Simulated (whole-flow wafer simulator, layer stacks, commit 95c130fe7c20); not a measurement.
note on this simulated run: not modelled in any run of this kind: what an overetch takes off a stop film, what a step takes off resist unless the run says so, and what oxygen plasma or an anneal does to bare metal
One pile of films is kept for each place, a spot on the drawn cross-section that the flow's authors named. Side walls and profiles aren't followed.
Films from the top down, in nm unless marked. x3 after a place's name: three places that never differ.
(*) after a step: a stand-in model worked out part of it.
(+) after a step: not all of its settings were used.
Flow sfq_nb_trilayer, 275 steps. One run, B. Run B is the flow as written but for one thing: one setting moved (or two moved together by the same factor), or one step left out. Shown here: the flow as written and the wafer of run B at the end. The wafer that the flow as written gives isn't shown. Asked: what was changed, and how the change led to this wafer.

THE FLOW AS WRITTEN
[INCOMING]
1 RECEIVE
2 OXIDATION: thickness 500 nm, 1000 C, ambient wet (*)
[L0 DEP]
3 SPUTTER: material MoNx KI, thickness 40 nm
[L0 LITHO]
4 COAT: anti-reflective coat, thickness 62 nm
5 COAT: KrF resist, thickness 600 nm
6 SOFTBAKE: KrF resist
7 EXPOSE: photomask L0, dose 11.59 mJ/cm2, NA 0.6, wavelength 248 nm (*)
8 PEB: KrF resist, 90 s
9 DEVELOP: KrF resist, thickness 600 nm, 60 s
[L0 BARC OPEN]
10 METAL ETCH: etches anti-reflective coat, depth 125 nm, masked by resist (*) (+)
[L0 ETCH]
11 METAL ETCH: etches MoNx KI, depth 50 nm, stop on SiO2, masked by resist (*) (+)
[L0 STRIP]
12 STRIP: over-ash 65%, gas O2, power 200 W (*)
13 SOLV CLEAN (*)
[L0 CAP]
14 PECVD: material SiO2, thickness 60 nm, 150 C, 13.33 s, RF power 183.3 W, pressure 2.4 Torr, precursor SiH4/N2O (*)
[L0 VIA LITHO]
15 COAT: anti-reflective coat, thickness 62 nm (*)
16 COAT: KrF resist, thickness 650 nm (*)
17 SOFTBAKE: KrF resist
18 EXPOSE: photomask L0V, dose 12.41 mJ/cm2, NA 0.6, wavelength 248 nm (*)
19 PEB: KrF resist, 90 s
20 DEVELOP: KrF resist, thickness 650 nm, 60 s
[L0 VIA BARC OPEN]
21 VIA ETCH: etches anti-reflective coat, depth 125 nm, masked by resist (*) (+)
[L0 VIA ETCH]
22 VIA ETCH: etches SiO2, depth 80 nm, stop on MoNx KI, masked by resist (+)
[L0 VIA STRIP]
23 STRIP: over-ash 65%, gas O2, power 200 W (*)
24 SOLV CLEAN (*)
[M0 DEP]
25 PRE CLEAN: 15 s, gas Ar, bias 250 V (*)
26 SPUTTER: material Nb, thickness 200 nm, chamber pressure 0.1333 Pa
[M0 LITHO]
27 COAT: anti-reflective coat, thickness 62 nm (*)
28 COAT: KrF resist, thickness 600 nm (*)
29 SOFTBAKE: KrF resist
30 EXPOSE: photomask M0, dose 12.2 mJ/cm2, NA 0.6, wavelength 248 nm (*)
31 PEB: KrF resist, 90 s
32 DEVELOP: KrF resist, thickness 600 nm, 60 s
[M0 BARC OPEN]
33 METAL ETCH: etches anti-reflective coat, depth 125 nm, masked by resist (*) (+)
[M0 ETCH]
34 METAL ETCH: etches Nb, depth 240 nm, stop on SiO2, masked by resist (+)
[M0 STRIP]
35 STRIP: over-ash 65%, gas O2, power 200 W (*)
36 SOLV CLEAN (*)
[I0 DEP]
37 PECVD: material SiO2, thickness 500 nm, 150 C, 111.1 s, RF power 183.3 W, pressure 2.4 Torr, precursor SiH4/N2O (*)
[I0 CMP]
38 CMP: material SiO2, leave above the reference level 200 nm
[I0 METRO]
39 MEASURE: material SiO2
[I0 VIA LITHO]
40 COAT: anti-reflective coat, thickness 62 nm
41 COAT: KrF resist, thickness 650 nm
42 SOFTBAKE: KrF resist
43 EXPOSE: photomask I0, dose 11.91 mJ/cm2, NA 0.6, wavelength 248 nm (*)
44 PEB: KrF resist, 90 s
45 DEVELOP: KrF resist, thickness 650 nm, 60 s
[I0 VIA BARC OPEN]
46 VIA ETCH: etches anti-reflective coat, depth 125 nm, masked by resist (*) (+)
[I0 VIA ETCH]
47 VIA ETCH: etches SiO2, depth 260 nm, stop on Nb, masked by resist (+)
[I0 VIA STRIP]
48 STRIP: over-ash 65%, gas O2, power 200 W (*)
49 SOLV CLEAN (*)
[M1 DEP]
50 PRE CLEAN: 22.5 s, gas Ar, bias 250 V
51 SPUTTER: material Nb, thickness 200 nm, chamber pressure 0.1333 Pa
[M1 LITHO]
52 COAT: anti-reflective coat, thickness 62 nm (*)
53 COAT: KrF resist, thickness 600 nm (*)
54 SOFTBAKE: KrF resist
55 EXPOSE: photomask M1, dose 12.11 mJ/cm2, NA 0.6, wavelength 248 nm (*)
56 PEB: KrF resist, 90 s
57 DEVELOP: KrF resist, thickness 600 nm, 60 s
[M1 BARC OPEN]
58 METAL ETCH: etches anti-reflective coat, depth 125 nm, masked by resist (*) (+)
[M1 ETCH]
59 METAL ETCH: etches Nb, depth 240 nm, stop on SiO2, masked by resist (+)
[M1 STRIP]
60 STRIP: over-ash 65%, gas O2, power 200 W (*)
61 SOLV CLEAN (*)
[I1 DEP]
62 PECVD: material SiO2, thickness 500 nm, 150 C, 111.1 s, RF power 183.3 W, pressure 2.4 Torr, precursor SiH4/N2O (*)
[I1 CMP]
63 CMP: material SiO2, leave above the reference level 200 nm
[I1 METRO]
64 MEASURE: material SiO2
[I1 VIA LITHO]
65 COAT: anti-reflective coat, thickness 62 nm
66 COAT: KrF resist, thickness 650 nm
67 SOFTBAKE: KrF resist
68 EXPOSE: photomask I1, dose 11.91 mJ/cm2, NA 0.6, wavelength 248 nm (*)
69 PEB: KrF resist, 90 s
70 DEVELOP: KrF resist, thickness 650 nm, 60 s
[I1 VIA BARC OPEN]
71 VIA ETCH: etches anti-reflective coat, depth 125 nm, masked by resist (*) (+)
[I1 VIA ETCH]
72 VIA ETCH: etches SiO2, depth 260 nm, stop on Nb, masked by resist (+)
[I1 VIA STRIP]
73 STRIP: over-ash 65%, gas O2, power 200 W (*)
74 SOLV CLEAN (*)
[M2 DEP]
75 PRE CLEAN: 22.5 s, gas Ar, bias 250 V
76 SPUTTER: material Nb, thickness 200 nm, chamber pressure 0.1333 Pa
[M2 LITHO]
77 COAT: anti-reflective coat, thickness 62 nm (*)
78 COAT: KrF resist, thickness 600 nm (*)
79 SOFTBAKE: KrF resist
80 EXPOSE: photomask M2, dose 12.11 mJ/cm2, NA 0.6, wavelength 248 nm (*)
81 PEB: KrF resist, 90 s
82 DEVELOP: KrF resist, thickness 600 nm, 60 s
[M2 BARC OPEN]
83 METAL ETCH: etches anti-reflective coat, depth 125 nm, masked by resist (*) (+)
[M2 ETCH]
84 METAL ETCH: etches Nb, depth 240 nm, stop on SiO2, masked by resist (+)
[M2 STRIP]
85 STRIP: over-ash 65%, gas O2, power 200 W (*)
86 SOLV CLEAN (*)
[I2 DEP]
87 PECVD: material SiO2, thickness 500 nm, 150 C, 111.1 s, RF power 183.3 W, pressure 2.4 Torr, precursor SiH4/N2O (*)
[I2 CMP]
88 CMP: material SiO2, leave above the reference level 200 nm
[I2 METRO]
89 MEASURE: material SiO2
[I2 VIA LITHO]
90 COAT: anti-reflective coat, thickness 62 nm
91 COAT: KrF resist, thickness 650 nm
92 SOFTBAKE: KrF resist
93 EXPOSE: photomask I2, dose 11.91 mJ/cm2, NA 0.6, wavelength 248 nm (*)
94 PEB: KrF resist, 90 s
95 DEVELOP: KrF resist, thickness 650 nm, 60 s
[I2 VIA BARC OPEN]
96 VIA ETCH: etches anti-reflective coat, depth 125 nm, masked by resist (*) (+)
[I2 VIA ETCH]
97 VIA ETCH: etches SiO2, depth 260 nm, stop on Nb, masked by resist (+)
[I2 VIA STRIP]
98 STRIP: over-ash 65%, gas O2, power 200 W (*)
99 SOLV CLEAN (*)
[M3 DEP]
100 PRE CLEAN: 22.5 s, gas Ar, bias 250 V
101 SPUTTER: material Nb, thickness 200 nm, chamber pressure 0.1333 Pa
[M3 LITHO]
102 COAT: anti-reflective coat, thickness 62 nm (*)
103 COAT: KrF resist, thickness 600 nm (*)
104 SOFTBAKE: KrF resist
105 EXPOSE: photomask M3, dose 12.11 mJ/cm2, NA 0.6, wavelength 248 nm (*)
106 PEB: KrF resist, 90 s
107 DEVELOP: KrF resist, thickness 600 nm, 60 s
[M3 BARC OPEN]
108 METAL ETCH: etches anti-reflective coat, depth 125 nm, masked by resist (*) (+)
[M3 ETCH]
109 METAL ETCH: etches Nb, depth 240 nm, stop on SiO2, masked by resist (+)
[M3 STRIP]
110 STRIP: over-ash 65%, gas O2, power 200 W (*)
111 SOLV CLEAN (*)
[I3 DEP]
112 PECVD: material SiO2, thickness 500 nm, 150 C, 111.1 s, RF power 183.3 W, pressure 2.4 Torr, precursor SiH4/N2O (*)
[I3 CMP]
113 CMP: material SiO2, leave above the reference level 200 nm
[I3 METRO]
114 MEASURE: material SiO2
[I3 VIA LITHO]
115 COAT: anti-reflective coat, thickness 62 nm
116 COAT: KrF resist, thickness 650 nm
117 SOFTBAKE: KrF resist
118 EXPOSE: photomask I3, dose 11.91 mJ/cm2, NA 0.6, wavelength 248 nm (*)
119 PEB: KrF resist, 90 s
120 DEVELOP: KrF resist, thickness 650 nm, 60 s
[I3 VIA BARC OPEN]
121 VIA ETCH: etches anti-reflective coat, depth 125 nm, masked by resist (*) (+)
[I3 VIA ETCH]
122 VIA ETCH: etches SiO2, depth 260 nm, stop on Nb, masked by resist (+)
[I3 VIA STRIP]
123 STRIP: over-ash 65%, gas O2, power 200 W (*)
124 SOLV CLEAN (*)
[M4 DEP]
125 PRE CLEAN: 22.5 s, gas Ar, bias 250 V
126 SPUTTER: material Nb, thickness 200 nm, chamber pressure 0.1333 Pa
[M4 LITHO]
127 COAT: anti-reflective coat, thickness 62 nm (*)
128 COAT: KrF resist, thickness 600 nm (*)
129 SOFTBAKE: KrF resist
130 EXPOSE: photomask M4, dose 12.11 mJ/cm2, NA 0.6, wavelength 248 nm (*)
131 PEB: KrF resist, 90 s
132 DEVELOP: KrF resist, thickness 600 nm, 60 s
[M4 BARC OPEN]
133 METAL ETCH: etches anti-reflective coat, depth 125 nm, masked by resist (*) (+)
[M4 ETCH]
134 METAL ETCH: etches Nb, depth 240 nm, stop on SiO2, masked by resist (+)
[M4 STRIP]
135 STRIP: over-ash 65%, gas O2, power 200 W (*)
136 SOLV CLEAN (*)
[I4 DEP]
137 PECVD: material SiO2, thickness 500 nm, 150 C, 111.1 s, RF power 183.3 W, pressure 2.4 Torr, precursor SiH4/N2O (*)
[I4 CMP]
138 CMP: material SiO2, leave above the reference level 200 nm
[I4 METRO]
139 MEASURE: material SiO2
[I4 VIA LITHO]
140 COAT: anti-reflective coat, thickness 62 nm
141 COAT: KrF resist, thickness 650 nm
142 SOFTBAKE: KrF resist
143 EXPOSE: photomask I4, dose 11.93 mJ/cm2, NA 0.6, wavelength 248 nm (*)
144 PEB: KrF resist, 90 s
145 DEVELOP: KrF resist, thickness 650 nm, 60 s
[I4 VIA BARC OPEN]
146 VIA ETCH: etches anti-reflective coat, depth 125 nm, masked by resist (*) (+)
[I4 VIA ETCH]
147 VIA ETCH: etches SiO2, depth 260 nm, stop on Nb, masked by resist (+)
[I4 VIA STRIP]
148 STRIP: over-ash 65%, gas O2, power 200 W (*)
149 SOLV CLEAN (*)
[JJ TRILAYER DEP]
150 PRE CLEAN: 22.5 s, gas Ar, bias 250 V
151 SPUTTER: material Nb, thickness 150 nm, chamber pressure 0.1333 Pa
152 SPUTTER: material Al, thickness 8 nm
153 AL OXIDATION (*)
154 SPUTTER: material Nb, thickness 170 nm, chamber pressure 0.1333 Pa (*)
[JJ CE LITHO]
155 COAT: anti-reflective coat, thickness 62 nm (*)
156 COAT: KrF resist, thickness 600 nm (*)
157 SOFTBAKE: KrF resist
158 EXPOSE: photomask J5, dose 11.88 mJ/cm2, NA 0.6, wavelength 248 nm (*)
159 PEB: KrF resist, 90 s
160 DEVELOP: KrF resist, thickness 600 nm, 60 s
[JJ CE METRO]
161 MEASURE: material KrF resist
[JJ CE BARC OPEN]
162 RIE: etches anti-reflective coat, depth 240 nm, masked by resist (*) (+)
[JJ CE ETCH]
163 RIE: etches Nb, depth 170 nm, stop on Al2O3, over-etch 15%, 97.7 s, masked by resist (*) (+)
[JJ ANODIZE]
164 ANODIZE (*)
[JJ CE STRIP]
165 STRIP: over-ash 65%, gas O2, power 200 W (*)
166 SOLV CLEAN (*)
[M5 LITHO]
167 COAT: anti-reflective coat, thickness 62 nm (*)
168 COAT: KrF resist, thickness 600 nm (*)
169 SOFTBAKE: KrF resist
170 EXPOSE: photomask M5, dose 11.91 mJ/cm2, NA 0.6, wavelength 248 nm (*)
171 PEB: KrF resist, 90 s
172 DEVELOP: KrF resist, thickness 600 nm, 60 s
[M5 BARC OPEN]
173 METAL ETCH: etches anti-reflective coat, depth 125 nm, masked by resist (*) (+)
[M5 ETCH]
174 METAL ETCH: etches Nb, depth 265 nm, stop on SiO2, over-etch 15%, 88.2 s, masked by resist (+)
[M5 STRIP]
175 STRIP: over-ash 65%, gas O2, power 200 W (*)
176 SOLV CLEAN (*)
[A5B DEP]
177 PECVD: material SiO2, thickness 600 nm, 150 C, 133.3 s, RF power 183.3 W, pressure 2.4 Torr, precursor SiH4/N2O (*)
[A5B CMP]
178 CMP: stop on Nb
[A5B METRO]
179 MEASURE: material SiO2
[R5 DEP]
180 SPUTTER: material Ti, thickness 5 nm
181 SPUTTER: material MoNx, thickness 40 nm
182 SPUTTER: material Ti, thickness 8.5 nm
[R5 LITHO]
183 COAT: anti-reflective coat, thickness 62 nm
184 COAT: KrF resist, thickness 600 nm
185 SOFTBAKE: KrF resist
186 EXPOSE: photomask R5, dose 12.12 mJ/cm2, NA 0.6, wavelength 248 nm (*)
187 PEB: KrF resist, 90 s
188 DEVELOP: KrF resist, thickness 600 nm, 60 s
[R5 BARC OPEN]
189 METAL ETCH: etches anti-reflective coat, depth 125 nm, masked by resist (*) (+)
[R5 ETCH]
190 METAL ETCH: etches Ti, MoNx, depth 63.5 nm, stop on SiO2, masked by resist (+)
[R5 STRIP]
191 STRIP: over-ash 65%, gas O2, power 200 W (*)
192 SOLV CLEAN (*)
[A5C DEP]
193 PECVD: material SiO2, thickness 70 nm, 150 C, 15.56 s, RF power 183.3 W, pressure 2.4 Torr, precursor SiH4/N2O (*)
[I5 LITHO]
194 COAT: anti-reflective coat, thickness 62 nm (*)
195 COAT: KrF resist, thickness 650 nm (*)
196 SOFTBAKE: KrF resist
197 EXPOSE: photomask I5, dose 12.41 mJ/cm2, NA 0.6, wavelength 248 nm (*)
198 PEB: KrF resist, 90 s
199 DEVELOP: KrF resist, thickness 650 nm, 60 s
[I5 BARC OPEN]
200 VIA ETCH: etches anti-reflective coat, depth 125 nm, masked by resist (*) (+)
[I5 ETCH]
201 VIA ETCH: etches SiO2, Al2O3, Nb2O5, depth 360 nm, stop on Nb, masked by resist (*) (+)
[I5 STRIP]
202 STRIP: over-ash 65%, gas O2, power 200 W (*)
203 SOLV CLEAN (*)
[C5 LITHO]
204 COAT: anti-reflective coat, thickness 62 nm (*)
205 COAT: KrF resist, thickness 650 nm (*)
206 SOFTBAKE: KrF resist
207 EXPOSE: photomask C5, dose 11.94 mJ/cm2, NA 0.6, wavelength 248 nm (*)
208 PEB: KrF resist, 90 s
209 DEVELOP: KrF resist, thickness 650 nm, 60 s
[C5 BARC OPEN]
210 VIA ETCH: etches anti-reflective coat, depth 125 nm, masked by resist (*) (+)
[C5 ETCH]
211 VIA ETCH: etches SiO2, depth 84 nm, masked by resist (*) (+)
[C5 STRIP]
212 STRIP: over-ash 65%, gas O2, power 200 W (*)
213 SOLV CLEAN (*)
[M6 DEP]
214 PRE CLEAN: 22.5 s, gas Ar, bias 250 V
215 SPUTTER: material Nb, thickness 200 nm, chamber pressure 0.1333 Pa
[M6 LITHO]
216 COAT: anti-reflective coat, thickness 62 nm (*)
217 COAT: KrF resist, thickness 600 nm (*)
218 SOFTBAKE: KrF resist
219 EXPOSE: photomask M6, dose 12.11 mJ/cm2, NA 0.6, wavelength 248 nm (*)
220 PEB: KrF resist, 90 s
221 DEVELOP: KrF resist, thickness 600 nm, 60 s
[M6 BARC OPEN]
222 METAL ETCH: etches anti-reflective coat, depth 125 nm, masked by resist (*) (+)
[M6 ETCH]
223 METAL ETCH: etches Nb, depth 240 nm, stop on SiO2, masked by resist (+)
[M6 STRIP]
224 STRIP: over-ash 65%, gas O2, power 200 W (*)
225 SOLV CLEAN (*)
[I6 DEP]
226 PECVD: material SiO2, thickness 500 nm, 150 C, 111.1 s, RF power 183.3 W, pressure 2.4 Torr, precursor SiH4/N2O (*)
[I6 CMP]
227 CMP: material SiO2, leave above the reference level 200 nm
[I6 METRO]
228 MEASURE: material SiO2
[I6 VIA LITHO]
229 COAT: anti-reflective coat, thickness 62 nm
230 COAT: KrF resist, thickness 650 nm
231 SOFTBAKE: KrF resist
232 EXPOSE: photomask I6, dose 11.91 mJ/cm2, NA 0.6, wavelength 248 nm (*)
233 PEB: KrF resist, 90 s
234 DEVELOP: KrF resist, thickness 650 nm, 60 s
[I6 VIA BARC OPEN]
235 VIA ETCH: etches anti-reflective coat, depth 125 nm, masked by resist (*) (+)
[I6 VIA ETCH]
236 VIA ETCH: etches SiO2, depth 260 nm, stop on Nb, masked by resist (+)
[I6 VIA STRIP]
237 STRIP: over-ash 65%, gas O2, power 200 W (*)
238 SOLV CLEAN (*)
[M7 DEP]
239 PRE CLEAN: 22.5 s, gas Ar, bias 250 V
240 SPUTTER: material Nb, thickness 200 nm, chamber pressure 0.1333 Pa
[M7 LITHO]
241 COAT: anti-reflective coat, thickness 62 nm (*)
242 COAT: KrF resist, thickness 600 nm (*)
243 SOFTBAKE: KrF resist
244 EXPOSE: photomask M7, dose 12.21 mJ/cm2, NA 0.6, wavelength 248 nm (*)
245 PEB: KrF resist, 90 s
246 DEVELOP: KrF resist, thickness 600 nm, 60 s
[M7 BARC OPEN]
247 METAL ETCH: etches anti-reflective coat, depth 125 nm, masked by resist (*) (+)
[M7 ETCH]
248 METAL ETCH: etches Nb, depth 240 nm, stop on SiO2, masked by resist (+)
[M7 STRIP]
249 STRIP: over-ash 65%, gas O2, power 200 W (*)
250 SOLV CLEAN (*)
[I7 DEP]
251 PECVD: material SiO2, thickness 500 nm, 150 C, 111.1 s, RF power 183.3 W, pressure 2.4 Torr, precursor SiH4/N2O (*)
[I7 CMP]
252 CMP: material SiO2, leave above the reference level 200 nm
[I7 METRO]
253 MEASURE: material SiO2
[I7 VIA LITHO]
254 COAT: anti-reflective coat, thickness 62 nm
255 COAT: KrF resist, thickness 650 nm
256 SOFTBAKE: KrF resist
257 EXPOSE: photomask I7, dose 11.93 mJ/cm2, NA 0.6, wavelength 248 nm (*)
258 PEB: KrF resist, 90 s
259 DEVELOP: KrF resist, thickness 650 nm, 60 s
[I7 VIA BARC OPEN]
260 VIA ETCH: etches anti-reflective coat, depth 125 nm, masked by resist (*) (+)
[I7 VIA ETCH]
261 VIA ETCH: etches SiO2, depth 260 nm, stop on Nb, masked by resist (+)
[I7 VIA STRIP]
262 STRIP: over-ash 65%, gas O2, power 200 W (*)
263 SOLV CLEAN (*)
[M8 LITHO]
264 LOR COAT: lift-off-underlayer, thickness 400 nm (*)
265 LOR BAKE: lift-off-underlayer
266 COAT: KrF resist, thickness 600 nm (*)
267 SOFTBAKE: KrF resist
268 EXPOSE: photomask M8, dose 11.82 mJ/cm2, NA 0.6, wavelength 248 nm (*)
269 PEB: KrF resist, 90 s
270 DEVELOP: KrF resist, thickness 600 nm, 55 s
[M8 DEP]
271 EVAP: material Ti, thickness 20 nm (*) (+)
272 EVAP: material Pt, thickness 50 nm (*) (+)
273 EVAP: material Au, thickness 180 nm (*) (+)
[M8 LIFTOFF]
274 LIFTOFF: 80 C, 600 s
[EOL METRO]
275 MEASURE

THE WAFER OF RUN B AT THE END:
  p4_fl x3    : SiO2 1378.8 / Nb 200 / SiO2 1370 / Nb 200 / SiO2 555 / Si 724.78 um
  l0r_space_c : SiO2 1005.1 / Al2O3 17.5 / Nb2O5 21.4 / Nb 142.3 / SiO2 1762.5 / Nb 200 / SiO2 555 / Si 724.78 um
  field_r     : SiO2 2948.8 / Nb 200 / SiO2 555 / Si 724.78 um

The cause: step 152, SPUTTER: thickness 10.9 nm was run, where the flow has thickness 8 nm.

How the change led to this, step by step:
  152 SPUTTER: material Al, thickness 8 nm
      field_l, v_sur, via_sp and 100 more: Al +10.9 (new film) (as written it would be: Al +8 (new film))
      via_wl, via_wr: Al +7 (new film) (as written it would be: Al +5.14 (new film))
      (and at 1 more place)
  164 ANODIZE (*)
      field_l, v_sur, via_sp and 96 more: Al2O3 +17, Nb2O5 +21.4 (new film), Al -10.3 (all of it), Nb -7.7 (as written it would be: Al2O3 +12.2, Nb2O5 +29.9 (new film), Al -7.42 (all of it), Nb -10.8)
      via_wl, via_wr: Al2O3 +10.6 (new film), Nb2O5 +33.7 (new film), Al -6.42 (all of it), Nb -12.1 (as written it would be: Al2O3 +7.52 (new film), Nb2O5 +39.2 (new film), Al -4.56 (all of it), Nb -14.1)
      (and at 1 more place)
  167 COAT: anti-reflective coat, thickness 62 nm (*)
      ce_r: anti-reflective coat +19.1 (new film) (as written it would be: anti-reflective coat +19.7 (new film))
  174 METAL ETCH: etches Nb, depth 265 nm, stop on SiO2, over-etch 15%, 88.2 s, masked by resist (+)
      field_l, r_sur, res and 50 more: Al2O3 -17.4 (all of it), Nb2O5 -21.4 (all of it), Nb -142.3 (all of it), SiO2 -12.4 (as written it would be: Al2O3 -12.6 (all of it), Nb2O5 -29.9 (all of it), Nb -139.2 (all of it), SiO2 -12.3)
  175 STRIP: over-ash 65%, gas O2, power 200 W (*)
      ce_r: KrF resist -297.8 (all of it), anti-reflective coat -19.1 (all of it) (as written it would be: KrF resist -299.9 (all of it), anti-reflective coat -19.7 (all of it))
  201 VIA ETCH: etches SiO2, Al2O3, Nb2O5, depth 360 nm, stop on Nb, masked by resist (*) (+)
      be: SiO2 -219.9 (all of it), Al2O3 -17.5 (all of it), Nb2O5 -21.4 (all of it) (as written it would be: SiO2 -216.4 (all of it), Al2O3 -12.7 (all of it), Nb2O5 -29.9 (all of it))
